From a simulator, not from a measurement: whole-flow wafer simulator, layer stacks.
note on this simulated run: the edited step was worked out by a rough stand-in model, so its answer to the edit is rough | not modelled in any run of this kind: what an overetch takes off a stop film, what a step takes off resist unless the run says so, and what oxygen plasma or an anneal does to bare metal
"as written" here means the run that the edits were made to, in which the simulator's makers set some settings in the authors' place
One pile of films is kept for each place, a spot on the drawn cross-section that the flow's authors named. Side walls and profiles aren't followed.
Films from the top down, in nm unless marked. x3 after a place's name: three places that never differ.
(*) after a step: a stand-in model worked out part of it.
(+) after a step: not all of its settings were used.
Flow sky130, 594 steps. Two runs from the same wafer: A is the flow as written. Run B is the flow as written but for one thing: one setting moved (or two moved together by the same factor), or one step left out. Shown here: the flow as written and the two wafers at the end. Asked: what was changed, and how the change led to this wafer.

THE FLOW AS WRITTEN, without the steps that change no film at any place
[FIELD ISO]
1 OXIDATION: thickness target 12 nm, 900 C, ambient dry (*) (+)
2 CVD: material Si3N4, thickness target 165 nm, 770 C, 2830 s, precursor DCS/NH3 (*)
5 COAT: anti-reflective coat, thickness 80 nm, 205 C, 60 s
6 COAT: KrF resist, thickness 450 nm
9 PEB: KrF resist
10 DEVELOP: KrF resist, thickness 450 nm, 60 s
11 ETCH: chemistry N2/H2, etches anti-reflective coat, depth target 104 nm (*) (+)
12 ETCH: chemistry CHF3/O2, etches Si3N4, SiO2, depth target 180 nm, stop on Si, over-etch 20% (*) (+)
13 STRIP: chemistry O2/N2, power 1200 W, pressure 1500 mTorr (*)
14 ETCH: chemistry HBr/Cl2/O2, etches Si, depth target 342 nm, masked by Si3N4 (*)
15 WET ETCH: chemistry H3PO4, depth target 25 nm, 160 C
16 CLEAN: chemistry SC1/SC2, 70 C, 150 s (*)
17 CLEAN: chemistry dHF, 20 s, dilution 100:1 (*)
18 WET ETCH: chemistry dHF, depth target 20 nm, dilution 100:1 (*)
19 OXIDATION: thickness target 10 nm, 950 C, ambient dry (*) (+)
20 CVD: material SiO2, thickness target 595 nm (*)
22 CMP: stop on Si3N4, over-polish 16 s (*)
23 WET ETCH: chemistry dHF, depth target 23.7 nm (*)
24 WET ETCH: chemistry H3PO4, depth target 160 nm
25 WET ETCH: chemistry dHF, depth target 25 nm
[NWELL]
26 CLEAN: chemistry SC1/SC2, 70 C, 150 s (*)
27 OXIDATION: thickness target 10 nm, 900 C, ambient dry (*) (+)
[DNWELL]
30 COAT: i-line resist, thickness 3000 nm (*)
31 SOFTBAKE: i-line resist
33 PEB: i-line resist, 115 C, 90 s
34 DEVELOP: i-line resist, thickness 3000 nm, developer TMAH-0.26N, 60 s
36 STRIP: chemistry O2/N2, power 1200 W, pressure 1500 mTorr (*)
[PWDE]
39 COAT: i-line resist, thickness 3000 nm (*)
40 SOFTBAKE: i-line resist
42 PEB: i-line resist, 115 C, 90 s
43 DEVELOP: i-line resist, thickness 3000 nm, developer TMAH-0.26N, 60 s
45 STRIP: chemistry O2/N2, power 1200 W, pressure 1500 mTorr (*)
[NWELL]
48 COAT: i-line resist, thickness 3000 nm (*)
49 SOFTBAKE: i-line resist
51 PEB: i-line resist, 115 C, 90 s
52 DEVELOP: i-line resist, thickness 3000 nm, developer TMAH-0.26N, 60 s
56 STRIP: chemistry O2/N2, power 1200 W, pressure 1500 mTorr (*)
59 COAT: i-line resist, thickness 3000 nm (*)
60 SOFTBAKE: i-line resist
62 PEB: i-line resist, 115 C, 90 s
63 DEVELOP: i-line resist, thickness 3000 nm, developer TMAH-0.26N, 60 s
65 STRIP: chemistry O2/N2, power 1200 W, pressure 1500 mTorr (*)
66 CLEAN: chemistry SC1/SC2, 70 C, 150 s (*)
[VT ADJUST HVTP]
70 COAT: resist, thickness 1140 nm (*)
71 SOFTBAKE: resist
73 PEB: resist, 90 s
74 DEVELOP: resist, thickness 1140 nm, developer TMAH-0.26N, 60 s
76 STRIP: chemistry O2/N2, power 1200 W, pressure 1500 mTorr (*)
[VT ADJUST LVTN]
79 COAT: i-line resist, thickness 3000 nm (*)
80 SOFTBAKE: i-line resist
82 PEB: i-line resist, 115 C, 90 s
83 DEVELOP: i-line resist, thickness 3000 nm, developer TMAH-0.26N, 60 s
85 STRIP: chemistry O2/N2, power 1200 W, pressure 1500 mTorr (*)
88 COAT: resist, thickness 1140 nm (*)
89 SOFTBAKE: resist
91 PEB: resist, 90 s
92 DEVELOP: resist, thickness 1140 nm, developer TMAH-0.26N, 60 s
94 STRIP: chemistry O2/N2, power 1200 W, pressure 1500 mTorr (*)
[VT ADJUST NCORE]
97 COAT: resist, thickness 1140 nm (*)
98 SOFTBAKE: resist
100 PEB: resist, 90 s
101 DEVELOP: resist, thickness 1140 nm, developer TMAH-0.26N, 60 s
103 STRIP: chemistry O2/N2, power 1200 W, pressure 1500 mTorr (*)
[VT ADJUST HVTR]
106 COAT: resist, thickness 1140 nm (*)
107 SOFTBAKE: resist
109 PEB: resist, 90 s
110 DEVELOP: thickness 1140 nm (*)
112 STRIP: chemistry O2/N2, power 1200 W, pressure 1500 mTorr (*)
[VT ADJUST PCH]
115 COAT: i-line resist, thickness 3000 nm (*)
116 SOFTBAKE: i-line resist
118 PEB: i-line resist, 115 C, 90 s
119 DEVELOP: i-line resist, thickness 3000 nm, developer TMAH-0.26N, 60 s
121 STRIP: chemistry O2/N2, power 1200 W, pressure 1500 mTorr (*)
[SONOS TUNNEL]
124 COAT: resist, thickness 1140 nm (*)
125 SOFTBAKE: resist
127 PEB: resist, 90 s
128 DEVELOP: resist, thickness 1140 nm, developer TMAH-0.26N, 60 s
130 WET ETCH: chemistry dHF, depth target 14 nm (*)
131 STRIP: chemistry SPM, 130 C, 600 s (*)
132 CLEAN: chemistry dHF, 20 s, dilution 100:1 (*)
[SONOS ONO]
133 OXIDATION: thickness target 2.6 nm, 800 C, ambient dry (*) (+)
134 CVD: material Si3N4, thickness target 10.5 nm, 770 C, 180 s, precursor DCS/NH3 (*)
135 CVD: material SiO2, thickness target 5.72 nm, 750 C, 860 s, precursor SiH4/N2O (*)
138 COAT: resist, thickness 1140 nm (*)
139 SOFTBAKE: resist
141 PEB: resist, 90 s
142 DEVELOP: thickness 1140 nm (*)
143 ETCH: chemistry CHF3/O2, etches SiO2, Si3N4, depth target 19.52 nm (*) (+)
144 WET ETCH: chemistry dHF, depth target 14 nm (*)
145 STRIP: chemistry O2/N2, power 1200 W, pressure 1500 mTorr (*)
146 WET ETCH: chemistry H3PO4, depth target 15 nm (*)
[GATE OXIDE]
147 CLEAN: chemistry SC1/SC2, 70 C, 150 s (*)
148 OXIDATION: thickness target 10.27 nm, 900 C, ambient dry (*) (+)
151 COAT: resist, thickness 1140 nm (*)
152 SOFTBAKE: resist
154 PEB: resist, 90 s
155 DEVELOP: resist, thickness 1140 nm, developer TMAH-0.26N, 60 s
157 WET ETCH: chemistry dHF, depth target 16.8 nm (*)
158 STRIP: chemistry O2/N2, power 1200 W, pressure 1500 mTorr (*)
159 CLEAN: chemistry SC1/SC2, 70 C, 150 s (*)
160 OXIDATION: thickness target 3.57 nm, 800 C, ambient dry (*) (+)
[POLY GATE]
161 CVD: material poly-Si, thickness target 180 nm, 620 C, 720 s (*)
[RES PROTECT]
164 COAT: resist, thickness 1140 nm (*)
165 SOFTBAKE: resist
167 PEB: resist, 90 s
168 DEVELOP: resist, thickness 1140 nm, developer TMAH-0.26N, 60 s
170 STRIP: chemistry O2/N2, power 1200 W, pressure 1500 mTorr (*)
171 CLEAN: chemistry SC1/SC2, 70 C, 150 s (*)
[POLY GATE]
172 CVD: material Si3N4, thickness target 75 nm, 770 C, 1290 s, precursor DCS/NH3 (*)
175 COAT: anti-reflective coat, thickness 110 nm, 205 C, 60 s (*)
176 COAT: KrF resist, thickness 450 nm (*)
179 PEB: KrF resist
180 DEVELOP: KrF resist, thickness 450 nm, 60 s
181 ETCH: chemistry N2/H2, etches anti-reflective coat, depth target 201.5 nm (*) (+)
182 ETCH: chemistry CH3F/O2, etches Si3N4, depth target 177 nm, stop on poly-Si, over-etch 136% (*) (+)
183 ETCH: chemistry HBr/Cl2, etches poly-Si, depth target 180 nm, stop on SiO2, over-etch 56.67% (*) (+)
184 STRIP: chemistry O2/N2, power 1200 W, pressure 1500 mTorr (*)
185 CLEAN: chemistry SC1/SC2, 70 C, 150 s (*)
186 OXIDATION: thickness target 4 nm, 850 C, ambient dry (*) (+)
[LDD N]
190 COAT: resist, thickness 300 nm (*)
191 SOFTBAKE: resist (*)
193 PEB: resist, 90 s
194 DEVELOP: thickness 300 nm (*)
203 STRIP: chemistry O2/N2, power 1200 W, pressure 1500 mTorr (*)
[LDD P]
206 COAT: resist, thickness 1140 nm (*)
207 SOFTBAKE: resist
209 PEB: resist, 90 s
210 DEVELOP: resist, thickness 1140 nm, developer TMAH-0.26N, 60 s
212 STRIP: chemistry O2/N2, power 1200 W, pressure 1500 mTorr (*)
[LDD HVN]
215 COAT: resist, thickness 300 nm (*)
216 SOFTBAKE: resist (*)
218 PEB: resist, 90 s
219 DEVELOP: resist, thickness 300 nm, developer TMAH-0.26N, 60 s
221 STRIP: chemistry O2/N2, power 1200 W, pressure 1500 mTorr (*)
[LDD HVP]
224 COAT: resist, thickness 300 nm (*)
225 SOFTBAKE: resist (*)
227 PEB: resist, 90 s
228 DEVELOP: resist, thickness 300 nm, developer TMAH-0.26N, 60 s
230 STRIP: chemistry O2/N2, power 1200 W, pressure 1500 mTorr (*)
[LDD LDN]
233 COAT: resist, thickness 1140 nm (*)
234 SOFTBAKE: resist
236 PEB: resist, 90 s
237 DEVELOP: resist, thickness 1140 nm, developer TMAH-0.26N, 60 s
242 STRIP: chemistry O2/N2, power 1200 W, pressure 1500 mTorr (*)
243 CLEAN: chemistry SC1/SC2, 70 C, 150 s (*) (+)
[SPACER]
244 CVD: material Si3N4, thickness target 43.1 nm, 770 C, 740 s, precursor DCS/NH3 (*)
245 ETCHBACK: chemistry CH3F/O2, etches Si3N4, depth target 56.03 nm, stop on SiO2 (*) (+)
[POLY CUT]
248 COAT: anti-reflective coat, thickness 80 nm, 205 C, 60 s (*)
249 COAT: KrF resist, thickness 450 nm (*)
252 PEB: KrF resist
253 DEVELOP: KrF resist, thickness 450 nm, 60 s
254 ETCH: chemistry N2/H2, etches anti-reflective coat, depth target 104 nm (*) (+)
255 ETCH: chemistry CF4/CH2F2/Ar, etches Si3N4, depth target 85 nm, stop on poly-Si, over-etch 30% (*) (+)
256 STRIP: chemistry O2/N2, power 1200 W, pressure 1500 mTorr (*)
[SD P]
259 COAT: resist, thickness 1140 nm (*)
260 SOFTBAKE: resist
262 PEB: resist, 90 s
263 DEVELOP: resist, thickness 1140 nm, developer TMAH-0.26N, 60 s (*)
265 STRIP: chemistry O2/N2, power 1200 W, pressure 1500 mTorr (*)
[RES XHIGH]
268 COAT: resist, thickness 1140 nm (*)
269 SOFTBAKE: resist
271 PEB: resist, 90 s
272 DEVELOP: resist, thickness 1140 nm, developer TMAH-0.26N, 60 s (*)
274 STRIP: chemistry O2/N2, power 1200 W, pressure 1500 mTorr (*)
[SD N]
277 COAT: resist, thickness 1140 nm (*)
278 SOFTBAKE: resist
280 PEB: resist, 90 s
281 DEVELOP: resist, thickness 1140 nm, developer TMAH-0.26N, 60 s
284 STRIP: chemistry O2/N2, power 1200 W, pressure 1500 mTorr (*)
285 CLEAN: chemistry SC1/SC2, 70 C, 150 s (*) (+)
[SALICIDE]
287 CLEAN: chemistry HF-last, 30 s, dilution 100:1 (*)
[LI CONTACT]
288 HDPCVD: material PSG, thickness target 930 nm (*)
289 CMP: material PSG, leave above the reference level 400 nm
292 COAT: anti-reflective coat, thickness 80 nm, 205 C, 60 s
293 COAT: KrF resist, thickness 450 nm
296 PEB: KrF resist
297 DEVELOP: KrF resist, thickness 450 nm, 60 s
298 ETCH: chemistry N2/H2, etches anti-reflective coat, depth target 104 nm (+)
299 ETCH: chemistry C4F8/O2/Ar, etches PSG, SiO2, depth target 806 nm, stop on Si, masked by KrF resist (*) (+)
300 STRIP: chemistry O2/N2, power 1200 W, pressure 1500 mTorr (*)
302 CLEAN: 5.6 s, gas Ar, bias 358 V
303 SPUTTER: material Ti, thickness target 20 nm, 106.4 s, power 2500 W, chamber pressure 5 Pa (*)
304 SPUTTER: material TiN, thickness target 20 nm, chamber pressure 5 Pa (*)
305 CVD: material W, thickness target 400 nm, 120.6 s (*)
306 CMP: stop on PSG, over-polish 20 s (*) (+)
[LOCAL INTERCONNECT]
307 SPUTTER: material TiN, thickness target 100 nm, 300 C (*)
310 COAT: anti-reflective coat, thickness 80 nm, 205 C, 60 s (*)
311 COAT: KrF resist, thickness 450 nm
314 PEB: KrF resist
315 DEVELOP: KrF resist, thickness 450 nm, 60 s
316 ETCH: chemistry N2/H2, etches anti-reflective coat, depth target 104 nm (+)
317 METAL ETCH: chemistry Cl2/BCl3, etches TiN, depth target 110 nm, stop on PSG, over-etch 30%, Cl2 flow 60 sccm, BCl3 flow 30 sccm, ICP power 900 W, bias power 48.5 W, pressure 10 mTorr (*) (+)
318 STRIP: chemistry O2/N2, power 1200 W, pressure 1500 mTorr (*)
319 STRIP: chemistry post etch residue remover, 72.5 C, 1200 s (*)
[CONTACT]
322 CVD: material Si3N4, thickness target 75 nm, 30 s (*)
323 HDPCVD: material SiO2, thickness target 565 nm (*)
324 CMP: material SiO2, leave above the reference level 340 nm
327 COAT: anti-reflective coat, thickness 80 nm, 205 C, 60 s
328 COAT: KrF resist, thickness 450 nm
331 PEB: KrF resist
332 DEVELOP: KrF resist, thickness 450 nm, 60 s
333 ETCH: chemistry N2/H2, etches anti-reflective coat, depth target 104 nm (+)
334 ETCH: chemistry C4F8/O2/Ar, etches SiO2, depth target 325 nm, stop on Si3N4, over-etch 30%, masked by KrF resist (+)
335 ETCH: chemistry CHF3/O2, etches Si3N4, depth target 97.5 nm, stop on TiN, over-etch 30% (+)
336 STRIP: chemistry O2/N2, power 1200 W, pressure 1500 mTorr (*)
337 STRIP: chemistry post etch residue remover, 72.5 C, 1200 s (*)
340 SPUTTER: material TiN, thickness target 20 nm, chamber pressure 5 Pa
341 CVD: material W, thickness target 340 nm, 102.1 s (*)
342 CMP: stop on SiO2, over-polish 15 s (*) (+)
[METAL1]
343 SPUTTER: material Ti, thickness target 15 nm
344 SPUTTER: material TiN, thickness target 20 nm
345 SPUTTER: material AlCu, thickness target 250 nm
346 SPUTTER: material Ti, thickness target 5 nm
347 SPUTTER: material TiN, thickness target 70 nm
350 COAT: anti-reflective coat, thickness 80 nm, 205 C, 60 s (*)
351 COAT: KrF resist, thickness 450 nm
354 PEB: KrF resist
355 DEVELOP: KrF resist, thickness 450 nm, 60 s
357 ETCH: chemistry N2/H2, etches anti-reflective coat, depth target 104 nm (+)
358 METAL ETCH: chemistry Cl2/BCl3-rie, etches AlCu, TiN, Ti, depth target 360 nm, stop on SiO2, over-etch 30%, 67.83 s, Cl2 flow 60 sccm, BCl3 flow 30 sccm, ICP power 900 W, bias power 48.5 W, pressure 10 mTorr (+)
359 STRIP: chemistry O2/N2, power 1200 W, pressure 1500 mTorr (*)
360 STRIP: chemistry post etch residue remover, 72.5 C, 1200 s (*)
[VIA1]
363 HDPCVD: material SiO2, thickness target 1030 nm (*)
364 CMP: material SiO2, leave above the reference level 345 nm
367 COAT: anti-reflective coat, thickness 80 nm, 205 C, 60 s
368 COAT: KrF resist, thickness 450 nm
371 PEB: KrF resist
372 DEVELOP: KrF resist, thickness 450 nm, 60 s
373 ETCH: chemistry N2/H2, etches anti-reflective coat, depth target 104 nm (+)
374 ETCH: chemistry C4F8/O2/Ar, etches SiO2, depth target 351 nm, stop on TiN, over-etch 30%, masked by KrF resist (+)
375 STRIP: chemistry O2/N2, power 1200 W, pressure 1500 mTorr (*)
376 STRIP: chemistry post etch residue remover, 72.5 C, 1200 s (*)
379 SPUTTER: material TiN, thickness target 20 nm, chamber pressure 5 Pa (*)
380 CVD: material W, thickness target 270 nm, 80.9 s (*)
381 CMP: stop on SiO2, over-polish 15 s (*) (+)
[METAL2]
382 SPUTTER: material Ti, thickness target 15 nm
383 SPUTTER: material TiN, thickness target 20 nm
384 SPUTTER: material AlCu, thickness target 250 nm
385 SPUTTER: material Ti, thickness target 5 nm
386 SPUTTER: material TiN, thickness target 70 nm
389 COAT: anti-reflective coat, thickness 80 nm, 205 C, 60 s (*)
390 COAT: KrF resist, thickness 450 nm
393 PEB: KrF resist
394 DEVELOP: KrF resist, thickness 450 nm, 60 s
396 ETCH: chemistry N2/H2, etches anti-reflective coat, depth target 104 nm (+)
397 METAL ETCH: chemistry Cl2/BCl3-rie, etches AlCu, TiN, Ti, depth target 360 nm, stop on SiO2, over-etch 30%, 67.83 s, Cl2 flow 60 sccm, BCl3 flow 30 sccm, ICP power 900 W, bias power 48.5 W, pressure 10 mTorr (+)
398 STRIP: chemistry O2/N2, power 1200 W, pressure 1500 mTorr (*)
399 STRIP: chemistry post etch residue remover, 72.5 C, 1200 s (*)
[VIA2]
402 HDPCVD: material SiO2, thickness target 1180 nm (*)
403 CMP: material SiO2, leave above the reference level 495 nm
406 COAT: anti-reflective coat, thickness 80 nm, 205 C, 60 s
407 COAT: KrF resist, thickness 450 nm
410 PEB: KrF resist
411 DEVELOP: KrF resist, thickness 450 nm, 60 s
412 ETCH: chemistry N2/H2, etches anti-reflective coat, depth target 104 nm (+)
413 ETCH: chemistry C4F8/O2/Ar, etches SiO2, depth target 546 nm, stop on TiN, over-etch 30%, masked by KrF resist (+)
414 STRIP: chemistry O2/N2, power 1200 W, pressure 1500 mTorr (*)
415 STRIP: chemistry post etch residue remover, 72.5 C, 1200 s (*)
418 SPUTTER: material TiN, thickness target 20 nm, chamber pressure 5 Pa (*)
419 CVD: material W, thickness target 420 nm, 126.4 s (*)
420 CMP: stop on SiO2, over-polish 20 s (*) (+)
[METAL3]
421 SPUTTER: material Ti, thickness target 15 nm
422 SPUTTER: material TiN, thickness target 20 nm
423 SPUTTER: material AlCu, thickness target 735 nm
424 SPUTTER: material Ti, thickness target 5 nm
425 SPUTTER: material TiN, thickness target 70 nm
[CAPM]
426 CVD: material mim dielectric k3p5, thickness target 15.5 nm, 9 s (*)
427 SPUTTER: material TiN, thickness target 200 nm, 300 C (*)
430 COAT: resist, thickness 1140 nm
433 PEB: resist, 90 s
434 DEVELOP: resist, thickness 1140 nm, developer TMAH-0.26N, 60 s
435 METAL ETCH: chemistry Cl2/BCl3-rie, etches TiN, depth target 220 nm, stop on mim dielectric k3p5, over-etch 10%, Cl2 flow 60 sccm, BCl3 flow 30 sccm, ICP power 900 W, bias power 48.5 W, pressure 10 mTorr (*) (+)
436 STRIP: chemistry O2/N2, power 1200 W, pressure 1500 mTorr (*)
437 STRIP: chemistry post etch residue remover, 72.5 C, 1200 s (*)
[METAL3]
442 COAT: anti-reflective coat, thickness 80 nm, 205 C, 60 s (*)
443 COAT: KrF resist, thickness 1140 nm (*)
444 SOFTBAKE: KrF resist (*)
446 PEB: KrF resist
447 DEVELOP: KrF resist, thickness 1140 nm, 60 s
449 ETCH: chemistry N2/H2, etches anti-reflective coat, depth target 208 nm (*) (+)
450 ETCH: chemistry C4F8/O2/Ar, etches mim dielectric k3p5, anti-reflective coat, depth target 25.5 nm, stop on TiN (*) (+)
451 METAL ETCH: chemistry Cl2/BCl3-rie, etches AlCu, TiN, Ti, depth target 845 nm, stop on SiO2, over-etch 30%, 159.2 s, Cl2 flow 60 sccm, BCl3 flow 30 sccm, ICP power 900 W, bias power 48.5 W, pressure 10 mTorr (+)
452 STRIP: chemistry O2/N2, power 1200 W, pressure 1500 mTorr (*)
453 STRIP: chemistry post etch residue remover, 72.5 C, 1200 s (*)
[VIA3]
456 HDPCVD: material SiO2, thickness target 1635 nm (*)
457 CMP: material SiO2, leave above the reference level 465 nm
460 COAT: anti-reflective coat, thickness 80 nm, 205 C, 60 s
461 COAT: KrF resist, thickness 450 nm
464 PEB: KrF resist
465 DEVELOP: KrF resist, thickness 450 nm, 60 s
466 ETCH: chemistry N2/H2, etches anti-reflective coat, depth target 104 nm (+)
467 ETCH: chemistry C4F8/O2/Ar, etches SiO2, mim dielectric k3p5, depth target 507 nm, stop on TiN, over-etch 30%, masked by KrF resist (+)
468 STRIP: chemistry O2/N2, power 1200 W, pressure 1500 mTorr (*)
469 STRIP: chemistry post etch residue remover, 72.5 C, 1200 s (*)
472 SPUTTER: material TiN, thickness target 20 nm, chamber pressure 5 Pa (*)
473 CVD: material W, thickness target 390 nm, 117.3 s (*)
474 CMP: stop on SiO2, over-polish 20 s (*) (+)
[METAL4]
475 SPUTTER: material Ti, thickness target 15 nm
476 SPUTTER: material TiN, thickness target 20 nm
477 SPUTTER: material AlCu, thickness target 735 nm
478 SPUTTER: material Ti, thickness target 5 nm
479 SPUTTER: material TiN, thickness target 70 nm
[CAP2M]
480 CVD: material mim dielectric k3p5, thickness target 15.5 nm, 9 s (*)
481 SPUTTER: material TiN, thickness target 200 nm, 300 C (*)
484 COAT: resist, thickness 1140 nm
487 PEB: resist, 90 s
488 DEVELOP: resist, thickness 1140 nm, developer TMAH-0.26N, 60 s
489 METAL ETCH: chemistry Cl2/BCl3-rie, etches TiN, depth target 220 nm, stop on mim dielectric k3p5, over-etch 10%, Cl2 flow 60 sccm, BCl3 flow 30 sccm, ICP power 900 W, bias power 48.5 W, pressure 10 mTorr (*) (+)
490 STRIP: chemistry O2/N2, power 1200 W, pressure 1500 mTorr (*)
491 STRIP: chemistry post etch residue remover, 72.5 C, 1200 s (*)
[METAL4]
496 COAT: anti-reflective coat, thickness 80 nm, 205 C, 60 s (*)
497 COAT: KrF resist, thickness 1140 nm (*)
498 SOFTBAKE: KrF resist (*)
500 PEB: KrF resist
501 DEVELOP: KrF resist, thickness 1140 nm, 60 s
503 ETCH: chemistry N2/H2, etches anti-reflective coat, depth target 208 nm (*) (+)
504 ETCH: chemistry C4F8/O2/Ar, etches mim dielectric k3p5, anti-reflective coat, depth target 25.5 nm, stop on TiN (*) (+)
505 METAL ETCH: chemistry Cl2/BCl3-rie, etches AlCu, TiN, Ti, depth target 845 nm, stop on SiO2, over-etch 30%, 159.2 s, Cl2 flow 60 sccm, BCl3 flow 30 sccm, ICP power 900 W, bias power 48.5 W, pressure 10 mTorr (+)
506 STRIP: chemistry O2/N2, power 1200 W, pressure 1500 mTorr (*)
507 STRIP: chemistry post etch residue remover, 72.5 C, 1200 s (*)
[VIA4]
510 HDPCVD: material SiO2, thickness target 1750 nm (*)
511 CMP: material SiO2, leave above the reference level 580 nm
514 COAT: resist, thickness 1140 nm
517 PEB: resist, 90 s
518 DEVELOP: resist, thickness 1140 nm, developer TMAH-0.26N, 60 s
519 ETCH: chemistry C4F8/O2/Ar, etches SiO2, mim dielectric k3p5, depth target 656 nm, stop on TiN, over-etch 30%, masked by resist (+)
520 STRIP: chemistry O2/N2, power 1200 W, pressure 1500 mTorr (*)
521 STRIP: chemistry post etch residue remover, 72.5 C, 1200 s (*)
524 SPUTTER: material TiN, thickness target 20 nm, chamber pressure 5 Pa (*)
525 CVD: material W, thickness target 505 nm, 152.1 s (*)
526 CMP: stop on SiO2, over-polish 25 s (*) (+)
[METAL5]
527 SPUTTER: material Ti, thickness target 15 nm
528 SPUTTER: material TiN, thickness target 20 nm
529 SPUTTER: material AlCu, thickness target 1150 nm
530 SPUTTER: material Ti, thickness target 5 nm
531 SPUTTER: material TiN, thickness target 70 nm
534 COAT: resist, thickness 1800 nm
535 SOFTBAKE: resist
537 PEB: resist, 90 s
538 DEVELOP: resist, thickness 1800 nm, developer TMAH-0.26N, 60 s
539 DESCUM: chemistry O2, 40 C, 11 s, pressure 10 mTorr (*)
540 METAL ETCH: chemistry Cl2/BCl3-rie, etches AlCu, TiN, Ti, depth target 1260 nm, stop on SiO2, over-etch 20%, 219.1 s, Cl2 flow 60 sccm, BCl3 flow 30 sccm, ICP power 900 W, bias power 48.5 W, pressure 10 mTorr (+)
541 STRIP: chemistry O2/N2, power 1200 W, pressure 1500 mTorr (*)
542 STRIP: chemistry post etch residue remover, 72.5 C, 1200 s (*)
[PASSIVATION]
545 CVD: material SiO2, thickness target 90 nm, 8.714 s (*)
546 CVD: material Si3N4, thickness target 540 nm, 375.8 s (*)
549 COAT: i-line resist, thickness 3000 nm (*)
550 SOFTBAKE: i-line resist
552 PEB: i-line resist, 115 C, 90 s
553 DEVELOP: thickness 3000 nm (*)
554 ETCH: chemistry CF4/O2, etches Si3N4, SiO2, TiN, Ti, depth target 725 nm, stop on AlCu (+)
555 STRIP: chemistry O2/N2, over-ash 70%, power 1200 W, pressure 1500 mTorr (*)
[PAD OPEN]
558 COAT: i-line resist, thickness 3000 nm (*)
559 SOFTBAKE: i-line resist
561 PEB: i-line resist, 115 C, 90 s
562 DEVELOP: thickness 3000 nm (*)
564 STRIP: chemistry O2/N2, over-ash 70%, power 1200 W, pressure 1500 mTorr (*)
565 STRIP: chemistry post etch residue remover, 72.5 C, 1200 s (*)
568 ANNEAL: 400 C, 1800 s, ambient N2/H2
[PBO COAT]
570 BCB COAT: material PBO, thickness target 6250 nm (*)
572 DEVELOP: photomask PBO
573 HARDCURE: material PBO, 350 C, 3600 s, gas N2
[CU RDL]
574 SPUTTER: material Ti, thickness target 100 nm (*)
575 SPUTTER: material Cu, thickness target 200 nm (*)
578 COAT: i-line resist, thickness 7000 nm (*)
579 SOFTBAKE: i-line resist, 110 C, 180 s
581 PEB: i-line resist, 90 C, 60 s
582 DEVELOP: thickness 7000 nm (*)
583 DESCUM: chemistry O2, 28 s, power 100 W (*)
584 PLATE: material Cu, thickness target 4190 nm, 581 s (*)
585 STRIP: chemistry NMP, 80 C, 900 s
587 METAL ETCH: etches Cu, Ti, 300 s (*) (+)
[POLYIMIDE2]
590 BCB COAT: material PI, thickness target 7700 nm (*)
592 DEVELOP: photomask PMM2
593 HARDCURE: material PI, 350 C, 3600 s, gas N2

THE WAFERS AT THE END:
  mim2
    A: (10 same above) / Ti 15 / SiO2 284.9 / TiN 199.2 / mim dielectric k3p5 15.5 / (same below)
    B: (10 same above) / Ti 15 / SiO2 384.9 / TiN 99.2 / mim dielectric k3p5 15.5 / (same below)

The cause: step 481, SPUTTER: thickness target 100 nm was run, where the flow has thickness target 200 nm.

How the change led to this, step by step:
  481 SPUTTER: material TiN, thickness target 200 nm, 300 C (*)
      field, active, n_well and 189 more: A TiN +200 (new film) | B TiN +100 (new film)
  489 METAL ETCH: chemistry Cl2/BCl3-rie, etches TiN, depth target 220 nm, stop on mim dielectric k3p5, over-etch 10%, Cl2 flow 60 sccm, BCl3 flow 30 sccm, ICP power 900 W, bias power 48.5 W, pressure 10 mTorr (*) (+)
      field, active, n_well and 188 more: A TiN -200 (all of it) | B TiN -100 (all of it)
      mim2: A resist -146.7 | B resist -73.3
  490 STRIP: chemistry O2/N2, power 1200 W, pressure 1500 mTorr (*)
      mim2: A resist -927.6 (all of it) | B resist -1000.9 (all of it)
  496 COAT: anti-reflective coat, thickness 80 nm, 205 C, 60 s (*)
      iso_guard__w2: A anti-reflective coat +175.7 (new film) | B anti-reflective coat +114.1 (new film)
      mim2: A anti-reflective coat +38 (new film) | B anti-reflective coat +31.4 (new film)
  497 COAT: KrF resist, thickness 1140 nm (*)
      iso_guard__w2: A KrF resist +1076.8 (new film) | B KrF resist +1118.2 (new film)
      mim2: A KrF resist +1021 (new film) | B KrF resist +1103 (new film)
  500 PEB: KrF resist
      mim2: A KrF resist -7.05 | B KrF resist -7.64
  506 STRIP: chemistry O2/N2, power 1200 W, pressure 1500 mTorr (*)
      iso_guard__w2: A KrF resist -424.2 (all of it), anti-reflective coat -175.7 (all of it) | B KrF resist -465.3 (all of it), anti-reflective coat -114.1 (all of it)
      mim2: A KrF resist -368.7 (all of it), anti-reflective coat -38 (all of it) | B KrF resist -450.2 (all of it), anti-reflective coat -31.4 (all of it)
  511 CMP: material SiO2, leave above the reference level 580 nm
      mim2: A SiO2 -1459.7 | B SiO2 -1359.7
